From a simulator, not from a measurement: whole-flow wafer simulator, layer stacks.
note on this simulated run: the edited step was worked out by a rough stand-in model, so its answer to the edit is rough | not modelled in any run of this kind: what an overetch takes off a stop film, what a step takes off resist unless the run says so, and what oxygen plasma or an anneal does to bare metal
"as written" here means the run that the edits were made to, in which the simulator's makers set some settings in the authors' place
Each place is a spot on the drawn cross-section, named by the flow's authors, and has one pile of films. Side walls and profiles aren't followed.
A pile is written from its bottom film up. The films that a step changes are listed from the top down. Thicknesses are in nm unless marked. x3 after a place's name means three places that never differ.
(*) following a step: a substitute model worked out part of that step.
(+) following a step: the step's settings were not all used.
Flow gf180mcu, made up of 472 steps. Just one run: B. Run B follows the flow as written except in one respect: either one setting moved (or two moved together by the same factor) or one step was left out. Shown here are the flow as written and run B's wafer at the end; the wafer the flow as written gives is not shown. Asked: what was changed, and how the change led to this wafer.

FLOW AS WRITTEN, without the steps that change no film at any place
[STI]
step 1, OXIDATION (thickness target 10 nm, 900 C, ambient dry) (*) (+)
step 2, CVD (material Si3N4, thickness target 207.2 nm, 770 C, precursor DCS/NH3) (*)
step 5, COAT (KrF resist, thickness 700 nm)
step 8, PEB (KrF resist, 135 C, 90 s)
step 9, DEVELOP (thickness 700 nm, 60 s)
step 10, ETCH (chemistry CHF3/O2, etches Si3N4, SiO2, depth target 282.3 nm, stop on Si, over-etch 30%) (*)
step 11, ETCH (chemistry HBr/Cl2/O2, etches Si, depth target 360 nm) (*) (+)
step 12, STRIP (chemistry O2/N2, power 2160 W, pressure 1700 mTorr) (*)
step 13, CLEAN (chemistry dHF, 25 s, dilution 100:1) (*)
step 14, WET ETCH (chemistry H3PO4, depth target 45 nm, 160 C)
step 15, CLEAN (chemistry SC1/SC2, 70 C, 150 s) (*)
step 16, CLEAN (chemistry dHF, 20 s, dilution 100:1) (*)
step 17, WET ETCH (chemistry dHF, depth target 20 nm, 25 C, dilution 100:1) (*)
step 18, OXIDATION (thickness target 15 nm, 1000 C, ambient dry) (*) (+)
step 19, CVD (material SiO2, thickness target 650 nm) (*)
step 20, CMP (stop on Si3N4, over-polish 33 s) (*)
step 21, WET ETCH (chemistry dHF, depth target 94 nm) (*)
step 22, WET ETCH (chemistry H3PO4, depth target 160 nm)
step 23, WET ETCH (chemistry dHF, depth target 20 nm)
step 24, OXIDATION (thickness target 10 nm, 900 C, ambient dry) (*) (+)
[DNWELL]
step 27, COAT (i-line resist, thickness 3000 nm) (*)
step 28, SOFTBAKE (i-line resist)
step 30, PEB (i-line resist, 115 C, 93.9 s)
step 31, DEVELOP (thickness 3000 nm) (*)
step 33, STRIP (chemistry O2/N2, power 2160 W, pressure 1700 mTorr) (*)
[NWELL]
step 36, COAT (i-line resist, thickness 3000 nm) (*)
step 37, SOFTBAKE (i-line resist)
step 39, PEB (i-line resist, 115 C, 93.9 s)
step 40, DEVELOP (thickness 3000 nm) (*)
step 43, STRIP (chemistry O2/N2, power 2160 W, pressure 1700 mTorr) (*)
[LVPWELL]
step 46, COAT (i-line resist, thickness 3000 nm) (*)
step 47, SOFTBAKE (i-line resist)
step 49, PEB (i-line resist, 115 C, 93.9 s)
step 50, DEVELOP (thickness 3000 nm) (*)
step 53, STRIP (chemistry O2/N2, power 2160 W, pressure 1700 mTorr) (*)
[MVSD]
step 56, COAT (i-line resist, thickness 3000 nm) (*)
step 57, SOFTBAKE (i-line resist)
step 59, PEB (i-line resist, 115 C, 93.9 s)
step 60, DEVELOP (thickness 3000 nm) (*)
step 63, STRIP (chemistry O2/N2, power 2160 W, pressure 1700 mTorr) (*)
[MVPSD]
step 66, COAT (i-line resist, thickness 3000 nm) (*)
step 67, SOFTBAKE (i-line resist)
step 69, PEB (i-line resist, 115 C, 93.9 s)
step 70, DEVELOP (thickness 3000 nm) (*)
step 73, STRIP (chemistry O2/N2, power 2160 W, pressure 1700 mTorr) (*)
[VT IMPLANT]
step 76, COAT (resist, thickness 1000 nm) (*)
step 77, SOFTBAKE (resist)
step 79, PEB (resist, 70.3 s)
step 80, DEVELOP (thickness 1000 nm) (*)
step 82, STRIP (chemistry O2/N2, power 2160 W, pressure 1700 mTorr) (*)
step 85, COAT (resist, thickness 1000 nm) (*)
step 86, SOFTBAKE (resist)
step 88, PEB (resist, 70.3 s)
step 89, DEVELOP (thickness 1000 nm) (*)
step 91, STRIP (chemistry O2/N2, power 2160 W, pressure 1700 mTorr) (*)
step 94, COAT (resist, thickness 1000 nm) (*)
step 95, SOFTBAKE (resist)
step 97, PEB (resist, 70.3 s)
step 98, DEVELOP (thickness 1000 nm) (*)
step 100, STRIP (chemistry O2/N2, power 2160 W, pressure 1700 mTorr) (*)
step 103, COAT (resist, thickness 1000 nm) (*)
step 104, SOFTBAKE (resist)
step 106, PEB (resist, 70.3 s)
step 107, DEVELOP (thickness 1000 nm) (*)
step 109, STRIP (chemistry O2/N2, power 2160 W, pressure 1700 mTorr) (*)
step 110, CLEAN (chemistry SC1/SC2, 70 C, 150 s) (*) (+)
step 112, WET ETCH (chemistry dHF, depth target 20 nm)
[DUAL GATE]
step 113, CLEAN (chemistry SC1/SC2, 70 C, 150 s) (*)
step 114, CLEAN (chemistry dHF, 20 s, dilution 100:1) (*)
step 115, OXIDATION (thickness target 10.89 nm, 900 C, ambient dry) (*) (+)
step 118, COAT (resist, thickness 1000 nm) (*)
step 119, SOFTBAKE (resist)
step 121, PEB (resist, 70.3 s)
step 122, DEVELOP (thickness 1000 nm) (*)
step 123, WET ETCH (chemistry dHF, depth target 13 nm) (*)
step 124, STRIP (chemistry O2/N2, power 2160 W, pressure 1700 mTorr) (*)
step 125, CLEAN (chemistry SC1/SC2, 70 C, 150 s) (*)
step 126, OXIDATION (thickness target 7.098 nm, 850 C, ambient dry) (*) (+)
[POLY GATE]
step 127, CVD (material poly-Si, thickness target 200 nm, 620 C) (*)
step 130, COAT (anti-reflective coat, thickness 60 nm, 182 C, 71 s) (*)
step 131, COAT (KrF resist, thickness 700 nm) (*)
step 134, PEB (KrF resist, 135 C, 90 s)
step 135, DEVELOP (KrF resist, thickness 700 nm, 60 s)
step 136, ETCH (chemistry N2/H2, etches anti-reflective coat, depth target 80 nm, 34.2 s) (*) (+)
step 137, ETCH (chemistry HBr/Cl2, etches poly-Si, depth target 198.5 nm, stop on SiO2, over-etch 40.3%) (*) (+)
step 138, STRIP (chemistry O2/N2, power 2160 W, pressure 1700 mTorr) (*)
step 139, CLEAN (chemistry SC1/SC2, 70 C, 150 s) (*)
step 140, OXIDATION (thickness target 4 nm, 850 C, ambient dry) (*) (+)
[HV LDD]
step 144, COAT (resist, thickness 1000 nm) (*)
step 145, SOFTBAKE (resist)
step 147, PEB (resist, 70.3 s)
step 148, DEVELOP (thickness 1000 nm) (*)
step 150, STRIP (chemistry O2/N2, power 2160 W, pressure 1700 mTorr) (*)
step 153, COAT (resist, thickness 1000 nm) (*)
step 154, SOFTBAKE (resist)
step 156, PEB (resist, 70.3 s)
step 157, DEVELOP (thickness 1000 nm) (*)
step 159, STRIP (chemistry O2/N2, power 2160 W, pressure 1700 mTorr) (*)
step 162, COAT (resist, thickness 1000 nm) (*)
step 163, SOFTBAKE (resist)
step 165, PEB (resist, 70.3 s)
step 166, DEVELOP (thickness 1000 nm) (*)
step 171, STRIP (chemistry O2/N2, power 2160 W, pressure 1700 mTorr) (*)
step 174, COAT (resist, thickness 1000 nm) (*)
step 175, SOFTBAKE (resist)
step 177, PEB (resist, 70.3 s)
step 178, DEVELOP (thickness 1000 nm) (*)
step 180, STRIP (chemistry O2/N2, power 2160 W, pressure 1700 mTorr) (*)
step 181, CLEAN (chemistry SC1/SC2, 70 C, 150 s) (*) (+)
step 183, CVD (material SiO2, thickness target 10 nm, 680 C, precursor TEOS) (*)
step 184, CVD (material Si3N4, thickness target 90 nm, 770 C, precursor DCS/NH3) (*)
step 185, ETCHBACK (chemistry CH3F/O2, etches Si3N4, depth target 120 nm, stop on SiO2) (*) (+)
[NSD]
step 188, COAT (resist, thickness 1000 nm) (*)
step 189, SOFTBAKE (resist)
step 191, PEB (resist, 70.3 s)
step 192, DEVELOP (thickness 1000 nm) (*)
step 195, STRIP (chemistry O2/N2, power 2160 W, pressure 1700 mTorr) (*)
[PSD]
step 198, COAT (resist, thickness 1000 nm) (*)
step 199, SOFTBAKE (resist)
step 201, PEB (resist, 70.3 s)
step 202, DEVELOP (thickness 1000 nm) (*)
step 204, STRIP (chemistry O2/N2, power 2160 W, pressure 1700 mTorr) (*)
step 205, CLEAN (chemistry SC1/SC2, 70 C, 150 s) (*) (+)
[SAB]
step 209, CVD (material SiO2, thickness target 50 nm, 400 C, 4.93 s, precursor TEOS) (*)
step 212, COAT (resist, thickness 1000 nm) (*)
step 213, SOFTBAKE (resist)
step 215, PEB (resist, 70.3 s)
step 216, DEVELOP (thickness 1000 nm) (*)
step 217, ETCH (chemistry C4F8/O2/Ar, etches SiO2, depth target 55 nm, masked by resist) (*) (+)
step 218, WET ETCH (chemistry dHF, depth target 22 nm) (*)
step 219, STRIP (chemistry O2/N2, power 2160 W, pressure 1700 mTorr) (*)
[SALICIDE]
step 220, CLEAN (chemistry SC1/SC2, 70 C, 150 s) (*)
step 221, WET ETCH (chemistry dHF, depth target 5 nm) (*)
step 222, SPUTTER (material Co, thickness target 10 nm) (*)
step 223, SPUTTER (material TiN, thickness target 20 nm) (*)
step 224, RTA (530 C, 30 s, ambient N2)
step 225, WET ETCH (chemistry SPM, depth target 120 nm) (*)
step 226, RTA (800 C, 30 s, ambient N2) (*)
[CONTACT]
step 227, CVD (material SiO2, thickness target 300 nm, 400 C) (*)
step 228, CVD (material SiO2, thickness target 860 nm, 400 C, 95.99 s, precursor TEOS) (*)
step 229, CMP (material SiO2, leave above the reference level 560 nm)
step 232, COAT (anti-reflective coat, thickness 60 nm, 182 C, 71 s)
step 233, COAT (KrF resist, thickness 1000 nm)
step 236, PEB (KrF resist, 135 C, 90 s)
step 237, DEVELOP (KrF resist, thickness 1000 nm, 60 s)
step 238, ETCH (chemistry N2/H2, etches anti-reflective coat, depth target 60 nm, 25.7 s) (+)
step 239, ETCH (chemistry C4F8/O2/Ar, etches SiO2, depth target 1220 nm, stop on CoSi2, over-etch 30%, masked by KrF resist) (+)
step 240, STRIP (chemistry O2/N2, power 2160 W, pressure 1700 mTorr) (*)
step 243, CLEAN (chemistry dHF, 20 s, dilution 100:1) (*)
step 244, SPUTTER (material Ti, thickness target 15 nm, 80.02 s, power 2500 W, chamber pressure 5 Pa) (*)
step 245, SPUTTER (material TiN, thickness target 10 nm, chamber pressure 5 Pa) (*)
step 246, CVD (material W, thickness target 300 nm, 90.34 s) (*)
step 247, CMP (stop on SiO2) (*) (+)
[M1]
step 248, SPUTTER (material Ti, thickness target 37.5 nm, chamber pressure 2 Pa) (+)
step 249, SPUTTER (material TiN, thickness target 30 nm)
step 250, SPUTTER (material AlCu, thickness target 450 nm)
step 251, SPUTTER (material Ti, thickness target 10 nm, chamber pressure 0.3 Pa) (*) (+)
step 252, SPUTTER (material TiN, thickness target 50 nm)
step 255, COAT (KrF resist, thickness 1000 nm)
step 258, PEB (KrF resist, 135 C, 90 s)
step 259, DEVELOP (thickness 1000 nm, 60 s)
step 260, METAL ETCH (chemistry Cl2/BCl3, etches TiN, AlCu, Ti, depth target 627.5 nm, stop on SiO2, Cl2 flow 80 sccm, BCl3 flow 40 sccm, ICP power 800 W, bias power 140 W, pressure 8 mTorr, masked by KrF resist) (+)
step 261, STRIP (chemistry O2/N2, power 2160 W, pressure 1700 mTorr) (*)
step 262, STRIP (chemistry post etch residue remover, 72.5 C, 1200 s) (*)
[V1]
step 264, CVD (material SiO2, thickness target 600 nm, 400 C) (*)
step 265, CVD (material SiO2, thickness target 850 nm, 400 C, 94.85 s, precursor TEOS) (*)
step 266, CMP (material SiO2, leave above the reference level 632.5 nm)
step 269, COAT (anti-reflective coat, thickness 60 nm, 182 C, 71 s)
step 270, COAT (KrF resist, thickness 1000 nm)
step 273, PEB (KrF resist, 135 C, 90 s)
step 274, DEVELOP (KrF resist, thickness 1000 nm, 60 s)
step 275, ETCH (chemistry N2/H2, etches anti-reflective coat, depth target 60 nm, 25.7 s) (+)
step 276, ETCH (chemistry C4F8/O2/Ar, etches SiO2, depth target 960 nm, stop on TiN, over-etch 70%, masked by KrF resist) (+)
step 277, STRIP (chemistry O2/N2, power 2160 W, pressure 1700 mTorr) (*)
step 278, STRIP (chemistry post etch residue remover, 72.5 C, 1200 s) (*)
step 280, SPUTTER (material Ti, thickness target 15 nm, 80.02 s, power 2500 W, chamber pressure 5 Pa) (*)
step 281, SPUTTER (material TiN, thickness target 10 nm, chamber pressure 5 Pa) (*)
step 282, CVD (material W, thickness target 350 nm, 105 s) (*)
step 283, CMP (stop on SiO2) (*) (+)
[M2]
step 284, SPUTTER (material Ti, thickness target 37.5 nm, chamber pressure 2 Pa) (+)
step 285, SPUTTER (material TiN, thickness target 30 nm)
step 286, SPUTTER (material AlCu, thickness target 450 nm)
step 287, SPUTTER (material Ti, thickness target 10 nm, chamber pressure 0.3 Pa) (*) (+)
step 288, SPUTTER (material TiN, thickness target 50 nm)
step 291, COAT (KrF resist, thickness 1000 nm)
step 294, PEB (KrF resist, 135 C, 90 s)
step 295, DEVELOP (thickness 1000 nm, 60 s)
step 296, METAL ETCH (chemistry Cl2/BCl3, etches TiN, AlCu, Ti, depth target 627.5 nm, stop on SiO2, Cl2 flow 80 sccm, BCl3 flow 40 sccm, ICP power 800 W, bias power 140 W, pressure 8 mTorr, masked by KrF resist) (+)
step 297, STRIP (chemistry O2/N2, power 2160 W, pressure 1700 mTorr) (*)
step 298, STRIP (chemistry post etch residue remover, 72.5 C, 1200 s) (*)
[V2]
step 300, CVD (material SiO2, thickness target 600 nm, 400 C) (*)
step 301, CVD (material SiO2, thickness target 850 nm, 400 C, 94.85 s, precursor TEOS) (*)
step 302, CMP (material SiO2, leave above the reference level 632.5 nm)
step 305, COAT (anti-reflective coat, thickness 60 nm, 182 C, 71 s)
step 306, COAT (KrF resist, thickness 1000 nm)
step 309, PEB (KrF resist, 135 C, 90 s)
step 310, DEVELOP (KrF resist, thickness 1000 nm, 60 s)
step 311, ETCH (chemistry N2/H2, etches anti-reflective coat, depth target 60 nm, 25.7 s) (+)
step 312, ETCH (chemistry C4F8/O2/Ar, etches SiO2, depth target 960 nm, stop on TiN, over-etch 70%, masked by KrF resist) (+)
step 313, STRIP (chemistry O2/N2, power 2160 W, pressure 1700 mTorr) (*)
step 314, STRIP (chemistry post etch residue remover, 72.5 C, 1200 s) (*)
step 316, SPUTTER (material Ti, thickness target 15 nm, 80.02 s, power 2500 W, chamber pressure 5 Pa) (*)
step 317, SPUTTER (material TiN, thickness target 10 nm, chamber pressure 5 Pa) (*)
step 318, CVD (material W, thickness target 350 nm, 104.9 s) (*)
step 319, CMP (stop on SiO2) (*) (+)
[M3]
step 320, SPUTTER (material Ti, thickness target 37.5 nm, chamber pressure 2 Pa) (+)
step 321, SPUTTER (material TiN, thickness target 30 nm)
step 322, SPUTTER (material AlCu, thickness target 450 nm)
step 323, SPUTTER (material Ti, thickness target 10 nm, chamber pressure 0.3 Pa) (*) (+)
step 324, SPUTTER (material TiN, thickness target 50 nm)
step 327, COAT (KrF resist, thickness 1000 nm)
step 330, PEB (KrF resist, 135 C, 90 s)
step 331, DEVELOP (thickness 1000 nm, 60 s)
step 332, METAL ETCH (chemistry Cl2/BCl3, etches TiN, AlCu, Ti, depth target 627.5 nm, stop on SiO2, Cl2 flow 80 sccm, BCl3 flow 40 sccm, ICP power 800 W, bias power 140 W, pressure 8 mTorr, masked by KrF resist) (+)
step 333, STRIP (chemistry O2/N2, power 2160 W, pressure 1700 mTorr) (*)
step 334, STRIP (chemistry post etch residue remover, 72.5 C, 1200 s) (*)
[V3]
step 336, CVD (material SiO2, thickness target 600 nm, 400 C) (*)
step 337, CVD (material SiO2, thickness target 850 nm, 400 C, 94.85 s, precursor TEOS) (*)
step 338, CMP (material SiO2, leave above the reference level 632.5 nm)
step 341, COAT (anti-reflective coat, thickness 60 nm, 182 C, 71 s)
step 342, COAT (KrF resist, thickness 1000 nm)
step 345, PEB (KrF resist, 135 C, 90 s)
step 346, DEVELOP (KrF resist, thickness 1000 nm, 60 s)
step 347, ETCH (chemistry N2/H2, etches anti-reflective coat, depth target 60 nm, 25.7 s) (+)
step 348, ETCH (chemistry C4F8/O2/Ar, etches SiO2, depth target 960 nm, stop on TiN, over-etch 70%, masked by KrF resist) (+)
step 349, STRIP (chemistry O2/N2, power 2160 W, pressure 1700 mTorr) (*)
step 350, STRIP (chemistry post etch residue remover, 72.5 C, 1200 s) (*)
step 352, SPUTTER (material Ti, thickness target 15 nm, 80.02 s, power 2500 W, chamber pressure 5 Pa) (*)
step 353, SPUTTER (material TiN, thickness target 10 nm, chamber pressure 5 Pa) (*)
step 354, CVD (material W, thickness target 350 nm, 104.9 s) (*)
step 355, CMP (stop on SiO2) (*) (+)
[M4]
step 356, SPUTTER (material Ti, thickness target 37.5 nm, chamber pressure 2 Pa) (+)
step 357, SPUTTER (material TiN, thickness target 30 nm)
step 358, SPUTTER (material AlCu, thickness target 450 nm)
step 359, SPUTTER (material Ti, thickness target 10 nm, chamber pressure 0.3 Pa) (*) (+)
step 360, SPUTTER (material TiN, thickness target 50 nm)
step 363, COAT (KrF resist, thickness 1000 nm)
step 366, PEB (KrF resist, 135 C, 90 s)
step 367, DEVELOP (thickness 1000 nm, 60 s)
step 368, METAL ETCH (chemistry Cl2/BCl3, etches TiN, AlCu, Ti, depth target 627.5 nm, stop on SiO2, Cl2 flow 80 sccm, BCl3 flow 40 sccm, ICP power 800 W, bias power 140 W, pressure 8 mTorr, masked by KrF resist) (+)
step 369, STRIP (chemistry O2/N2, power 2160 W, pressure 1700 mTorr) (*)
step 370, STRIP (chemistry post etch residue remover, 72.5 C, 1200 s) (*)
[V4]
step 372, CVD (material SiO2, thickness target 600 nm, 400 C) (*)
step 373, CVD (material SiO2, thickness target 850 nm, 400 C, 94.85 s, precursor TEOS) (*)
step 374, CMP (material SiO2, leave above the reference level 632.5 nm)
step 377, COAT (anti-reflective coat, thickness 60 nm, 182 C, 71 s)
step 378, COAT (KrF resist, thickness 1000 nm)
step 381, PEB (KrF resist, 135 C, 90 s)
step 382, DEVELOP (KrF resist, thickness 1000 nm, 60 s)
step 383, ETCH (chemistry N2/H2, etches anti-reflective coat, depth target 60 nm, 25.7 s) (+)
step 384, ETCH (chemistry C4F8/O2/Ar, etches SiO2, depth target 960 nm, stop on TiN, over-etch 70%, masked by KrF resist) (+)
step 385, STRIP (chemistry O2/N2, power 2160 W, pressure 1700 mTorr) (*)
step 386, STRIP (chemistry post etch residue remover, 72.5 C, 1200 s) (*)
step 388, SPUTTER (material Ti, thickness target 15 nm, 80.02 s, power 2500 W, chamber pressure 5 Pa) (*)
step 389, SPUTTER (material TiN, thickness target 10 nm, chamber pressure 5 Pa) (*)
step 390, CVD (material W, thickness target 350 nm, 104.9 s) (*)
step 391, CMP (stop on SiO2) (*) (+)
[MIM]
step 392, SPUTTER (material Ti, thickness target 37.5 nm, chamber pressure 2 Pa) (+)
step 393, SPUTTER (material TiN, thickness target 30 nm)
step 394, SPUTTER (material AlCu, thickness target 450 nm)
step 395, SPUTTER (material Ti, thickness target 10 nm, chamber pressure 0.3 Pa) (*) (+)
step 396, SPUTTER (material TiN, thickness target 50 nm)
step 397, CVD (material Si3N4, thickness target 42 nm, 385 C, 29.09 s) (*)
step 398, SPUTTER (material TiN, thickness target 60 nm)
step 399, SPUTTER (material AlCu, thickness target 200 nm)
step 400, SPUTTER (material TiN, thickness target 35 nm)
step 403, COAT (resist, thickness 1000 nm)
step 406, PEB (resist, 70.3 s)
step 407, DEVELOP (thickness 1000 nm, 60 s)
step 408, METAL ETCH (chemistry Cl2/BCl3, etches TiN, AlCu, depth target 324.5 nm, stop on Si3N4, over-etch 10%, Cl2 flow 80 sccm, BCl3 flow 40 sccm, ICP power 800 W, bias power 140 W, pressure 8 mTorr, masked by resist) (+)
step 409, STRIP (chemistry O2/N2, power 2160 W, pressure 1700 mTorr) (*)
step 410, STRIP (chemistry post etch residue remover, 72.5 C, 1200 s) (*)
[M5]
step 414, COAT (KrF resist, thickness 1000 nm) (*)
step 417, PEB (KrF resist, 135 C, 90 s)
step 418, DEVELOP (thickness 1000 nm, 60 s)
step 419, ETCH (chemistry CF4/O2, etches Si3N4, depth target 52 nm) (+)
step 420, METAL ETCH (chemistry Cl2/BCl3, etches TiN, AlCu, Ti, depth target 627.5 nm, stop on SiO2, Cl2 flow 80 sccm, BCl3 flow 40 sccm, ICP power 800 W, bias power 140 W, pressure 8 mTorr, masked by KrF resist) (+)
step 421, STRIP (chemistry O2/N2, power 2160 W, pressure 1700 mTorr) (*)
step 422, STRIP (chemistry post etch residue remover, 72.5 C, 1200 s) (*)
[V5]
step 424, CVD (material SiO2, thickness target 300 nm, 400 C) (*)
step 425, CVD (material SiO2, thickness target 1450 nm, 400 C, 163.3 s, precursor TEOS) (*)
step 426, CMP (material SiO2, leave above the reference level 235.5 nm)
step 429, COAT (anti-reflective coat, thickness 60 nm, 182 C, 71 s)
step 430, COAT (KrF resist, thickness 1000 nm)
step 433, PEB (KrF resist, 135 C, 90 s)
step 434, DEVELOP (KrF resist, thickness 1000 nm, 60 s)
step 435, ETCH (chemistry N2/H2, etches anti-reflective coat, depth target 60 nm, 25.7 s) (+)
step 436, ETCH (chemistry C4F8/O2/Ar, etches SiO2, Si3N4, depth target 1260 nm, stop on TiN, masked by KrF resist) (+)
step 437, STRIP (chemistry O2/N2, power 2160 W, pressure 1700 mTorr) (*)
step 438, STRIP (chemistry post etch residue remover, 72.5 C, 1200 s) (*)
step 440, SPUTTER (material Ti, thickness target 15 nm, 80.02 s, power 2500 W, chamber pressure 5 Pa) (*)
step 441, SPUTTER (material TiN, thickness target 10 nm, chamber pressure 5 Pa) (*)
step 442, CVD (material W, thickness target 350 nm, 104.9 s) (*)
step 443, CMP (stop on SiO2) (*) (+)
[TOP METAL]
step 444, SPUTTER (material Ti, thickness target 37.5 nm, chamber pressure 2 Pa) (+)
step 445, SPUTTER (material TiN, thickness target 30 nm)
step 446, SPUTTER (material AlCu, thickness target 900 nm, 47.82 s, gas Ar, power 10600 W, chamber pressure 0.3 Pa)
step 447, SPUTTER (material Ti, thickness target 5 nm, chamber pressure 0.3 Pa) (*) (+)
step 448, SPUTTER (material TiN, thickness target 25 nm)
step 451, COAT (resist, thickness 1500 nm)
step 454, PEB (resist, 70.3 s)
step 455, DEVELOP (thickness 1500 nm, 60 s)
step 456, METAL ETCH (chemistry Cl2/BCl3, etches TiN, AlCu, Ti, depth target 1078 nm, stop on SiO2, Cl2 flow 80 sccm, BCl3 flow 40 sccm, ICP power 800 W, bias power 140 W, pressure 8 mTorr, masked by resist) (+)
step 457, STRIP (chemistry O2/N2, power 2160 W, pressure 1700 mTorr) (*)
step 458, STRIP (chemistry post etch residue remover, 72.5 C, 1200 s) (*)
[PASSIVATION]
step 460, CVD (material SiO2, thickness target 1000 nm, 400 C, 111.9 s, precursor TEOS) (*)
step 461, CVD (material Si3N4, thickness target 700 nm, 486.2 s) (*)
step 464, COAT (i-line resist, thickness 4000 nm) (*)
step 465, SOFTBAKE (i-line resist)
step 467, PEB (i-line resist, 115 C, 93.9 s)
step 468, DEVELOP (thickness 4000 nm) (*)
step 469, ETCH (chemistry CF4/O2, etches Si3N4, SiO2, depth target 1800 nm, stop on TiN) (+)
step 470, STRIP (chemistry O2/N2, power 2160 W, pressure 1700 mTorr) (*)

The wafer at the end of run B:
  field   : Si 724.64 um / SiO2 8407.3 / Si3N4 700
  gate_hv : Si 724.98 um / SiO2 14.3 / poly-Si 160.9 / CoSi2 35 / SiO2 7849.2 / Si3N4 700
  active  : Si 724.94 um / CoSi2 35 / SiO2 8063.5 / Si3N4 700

The reason: step 227, CVD: thickness target 480 nm was run, though the flow has thickness target 300 nm.

How this came from the change, step by step:
  step 227, CVD (material SiO2, thickness target 300 nm, 400 C) (*)
      field, field__w1, field__w2 and 57 more: SiO2 gains 480 (in the flow as written it would be: SiO2 gains 300)
      active, p_well, gate and 46 more: SiO2 gains 480 (new film) (in the flow as written it would be: SiO2 gains 300 (new film))
      (also at 2 further places)
  step 228, CVD (material SiO2, thickness target 860 nm, 400 C, 95.99 s, precursor TEOS) (*)
      ld_drift_p: SiO2 gains 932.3 (in the flow as written it would be: SiO2 gains 979.4)
      ld_drn_p: SiO2 gains 932.3 (in the flow as written it would be: SiO2 gains 983.8)
  step 239, ETCH (chemistry C4F8/O2/Ar, etches SiO2, depth target 1220 nm, stop on CoSi2, over-etch 30%, masked by KrF resist) (+)
      field, field__w1, field__w2 and 105 more: KrF resist loses 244 (in the flow as written it would be: KrF resist loses 223.5)
      polyc_n, polyc_p: SiO2 loses 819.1 (all of it) (in the flow as written it would be: SiO2 loses 639.1 (all of it))
      (also at 1 further place)
  step 240, STRIP (chemistry O2/N2, power 2160 W, pressure 1700 mTorr) (*)
      field, field__w1, field__w2 and 105 more: KrF resist loses 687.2 (all of it), anti-reflective coat loses 60 (all of it) (in the flow as written it would be: KrF resist loses 707.7 (all of it), anti-reflective coat loses 60 (all of it))
  step 244, SPUTTER (material Ti, thickness target 15 nm, 80.02 s, power 2500 W, chamber pressure 5 Pa) (*)
      contact: Ti gains 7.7 (new film) (in the flow as written it would be: Ti gains 8.55 (new film))
  step 245, SPUTTER (material TiN, thickness target 10 nm, chamber pressure 5 Pa) (*)
      contact: TiN gains 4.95 (new film) (in the flow as written it would be: TiN gains 5.48 (new film))
  step 246, CVD (material W, thickness target 300 nm, 90.34 s) (*)
      polyc_n, polyc_p: W gains 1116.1 (new film) (in the flow as written it would be: W gains 936.1 (new film))
      contact: W gains 1348.9 (new film) (in the flow as written it would be: W gains 1167.5 (new film))
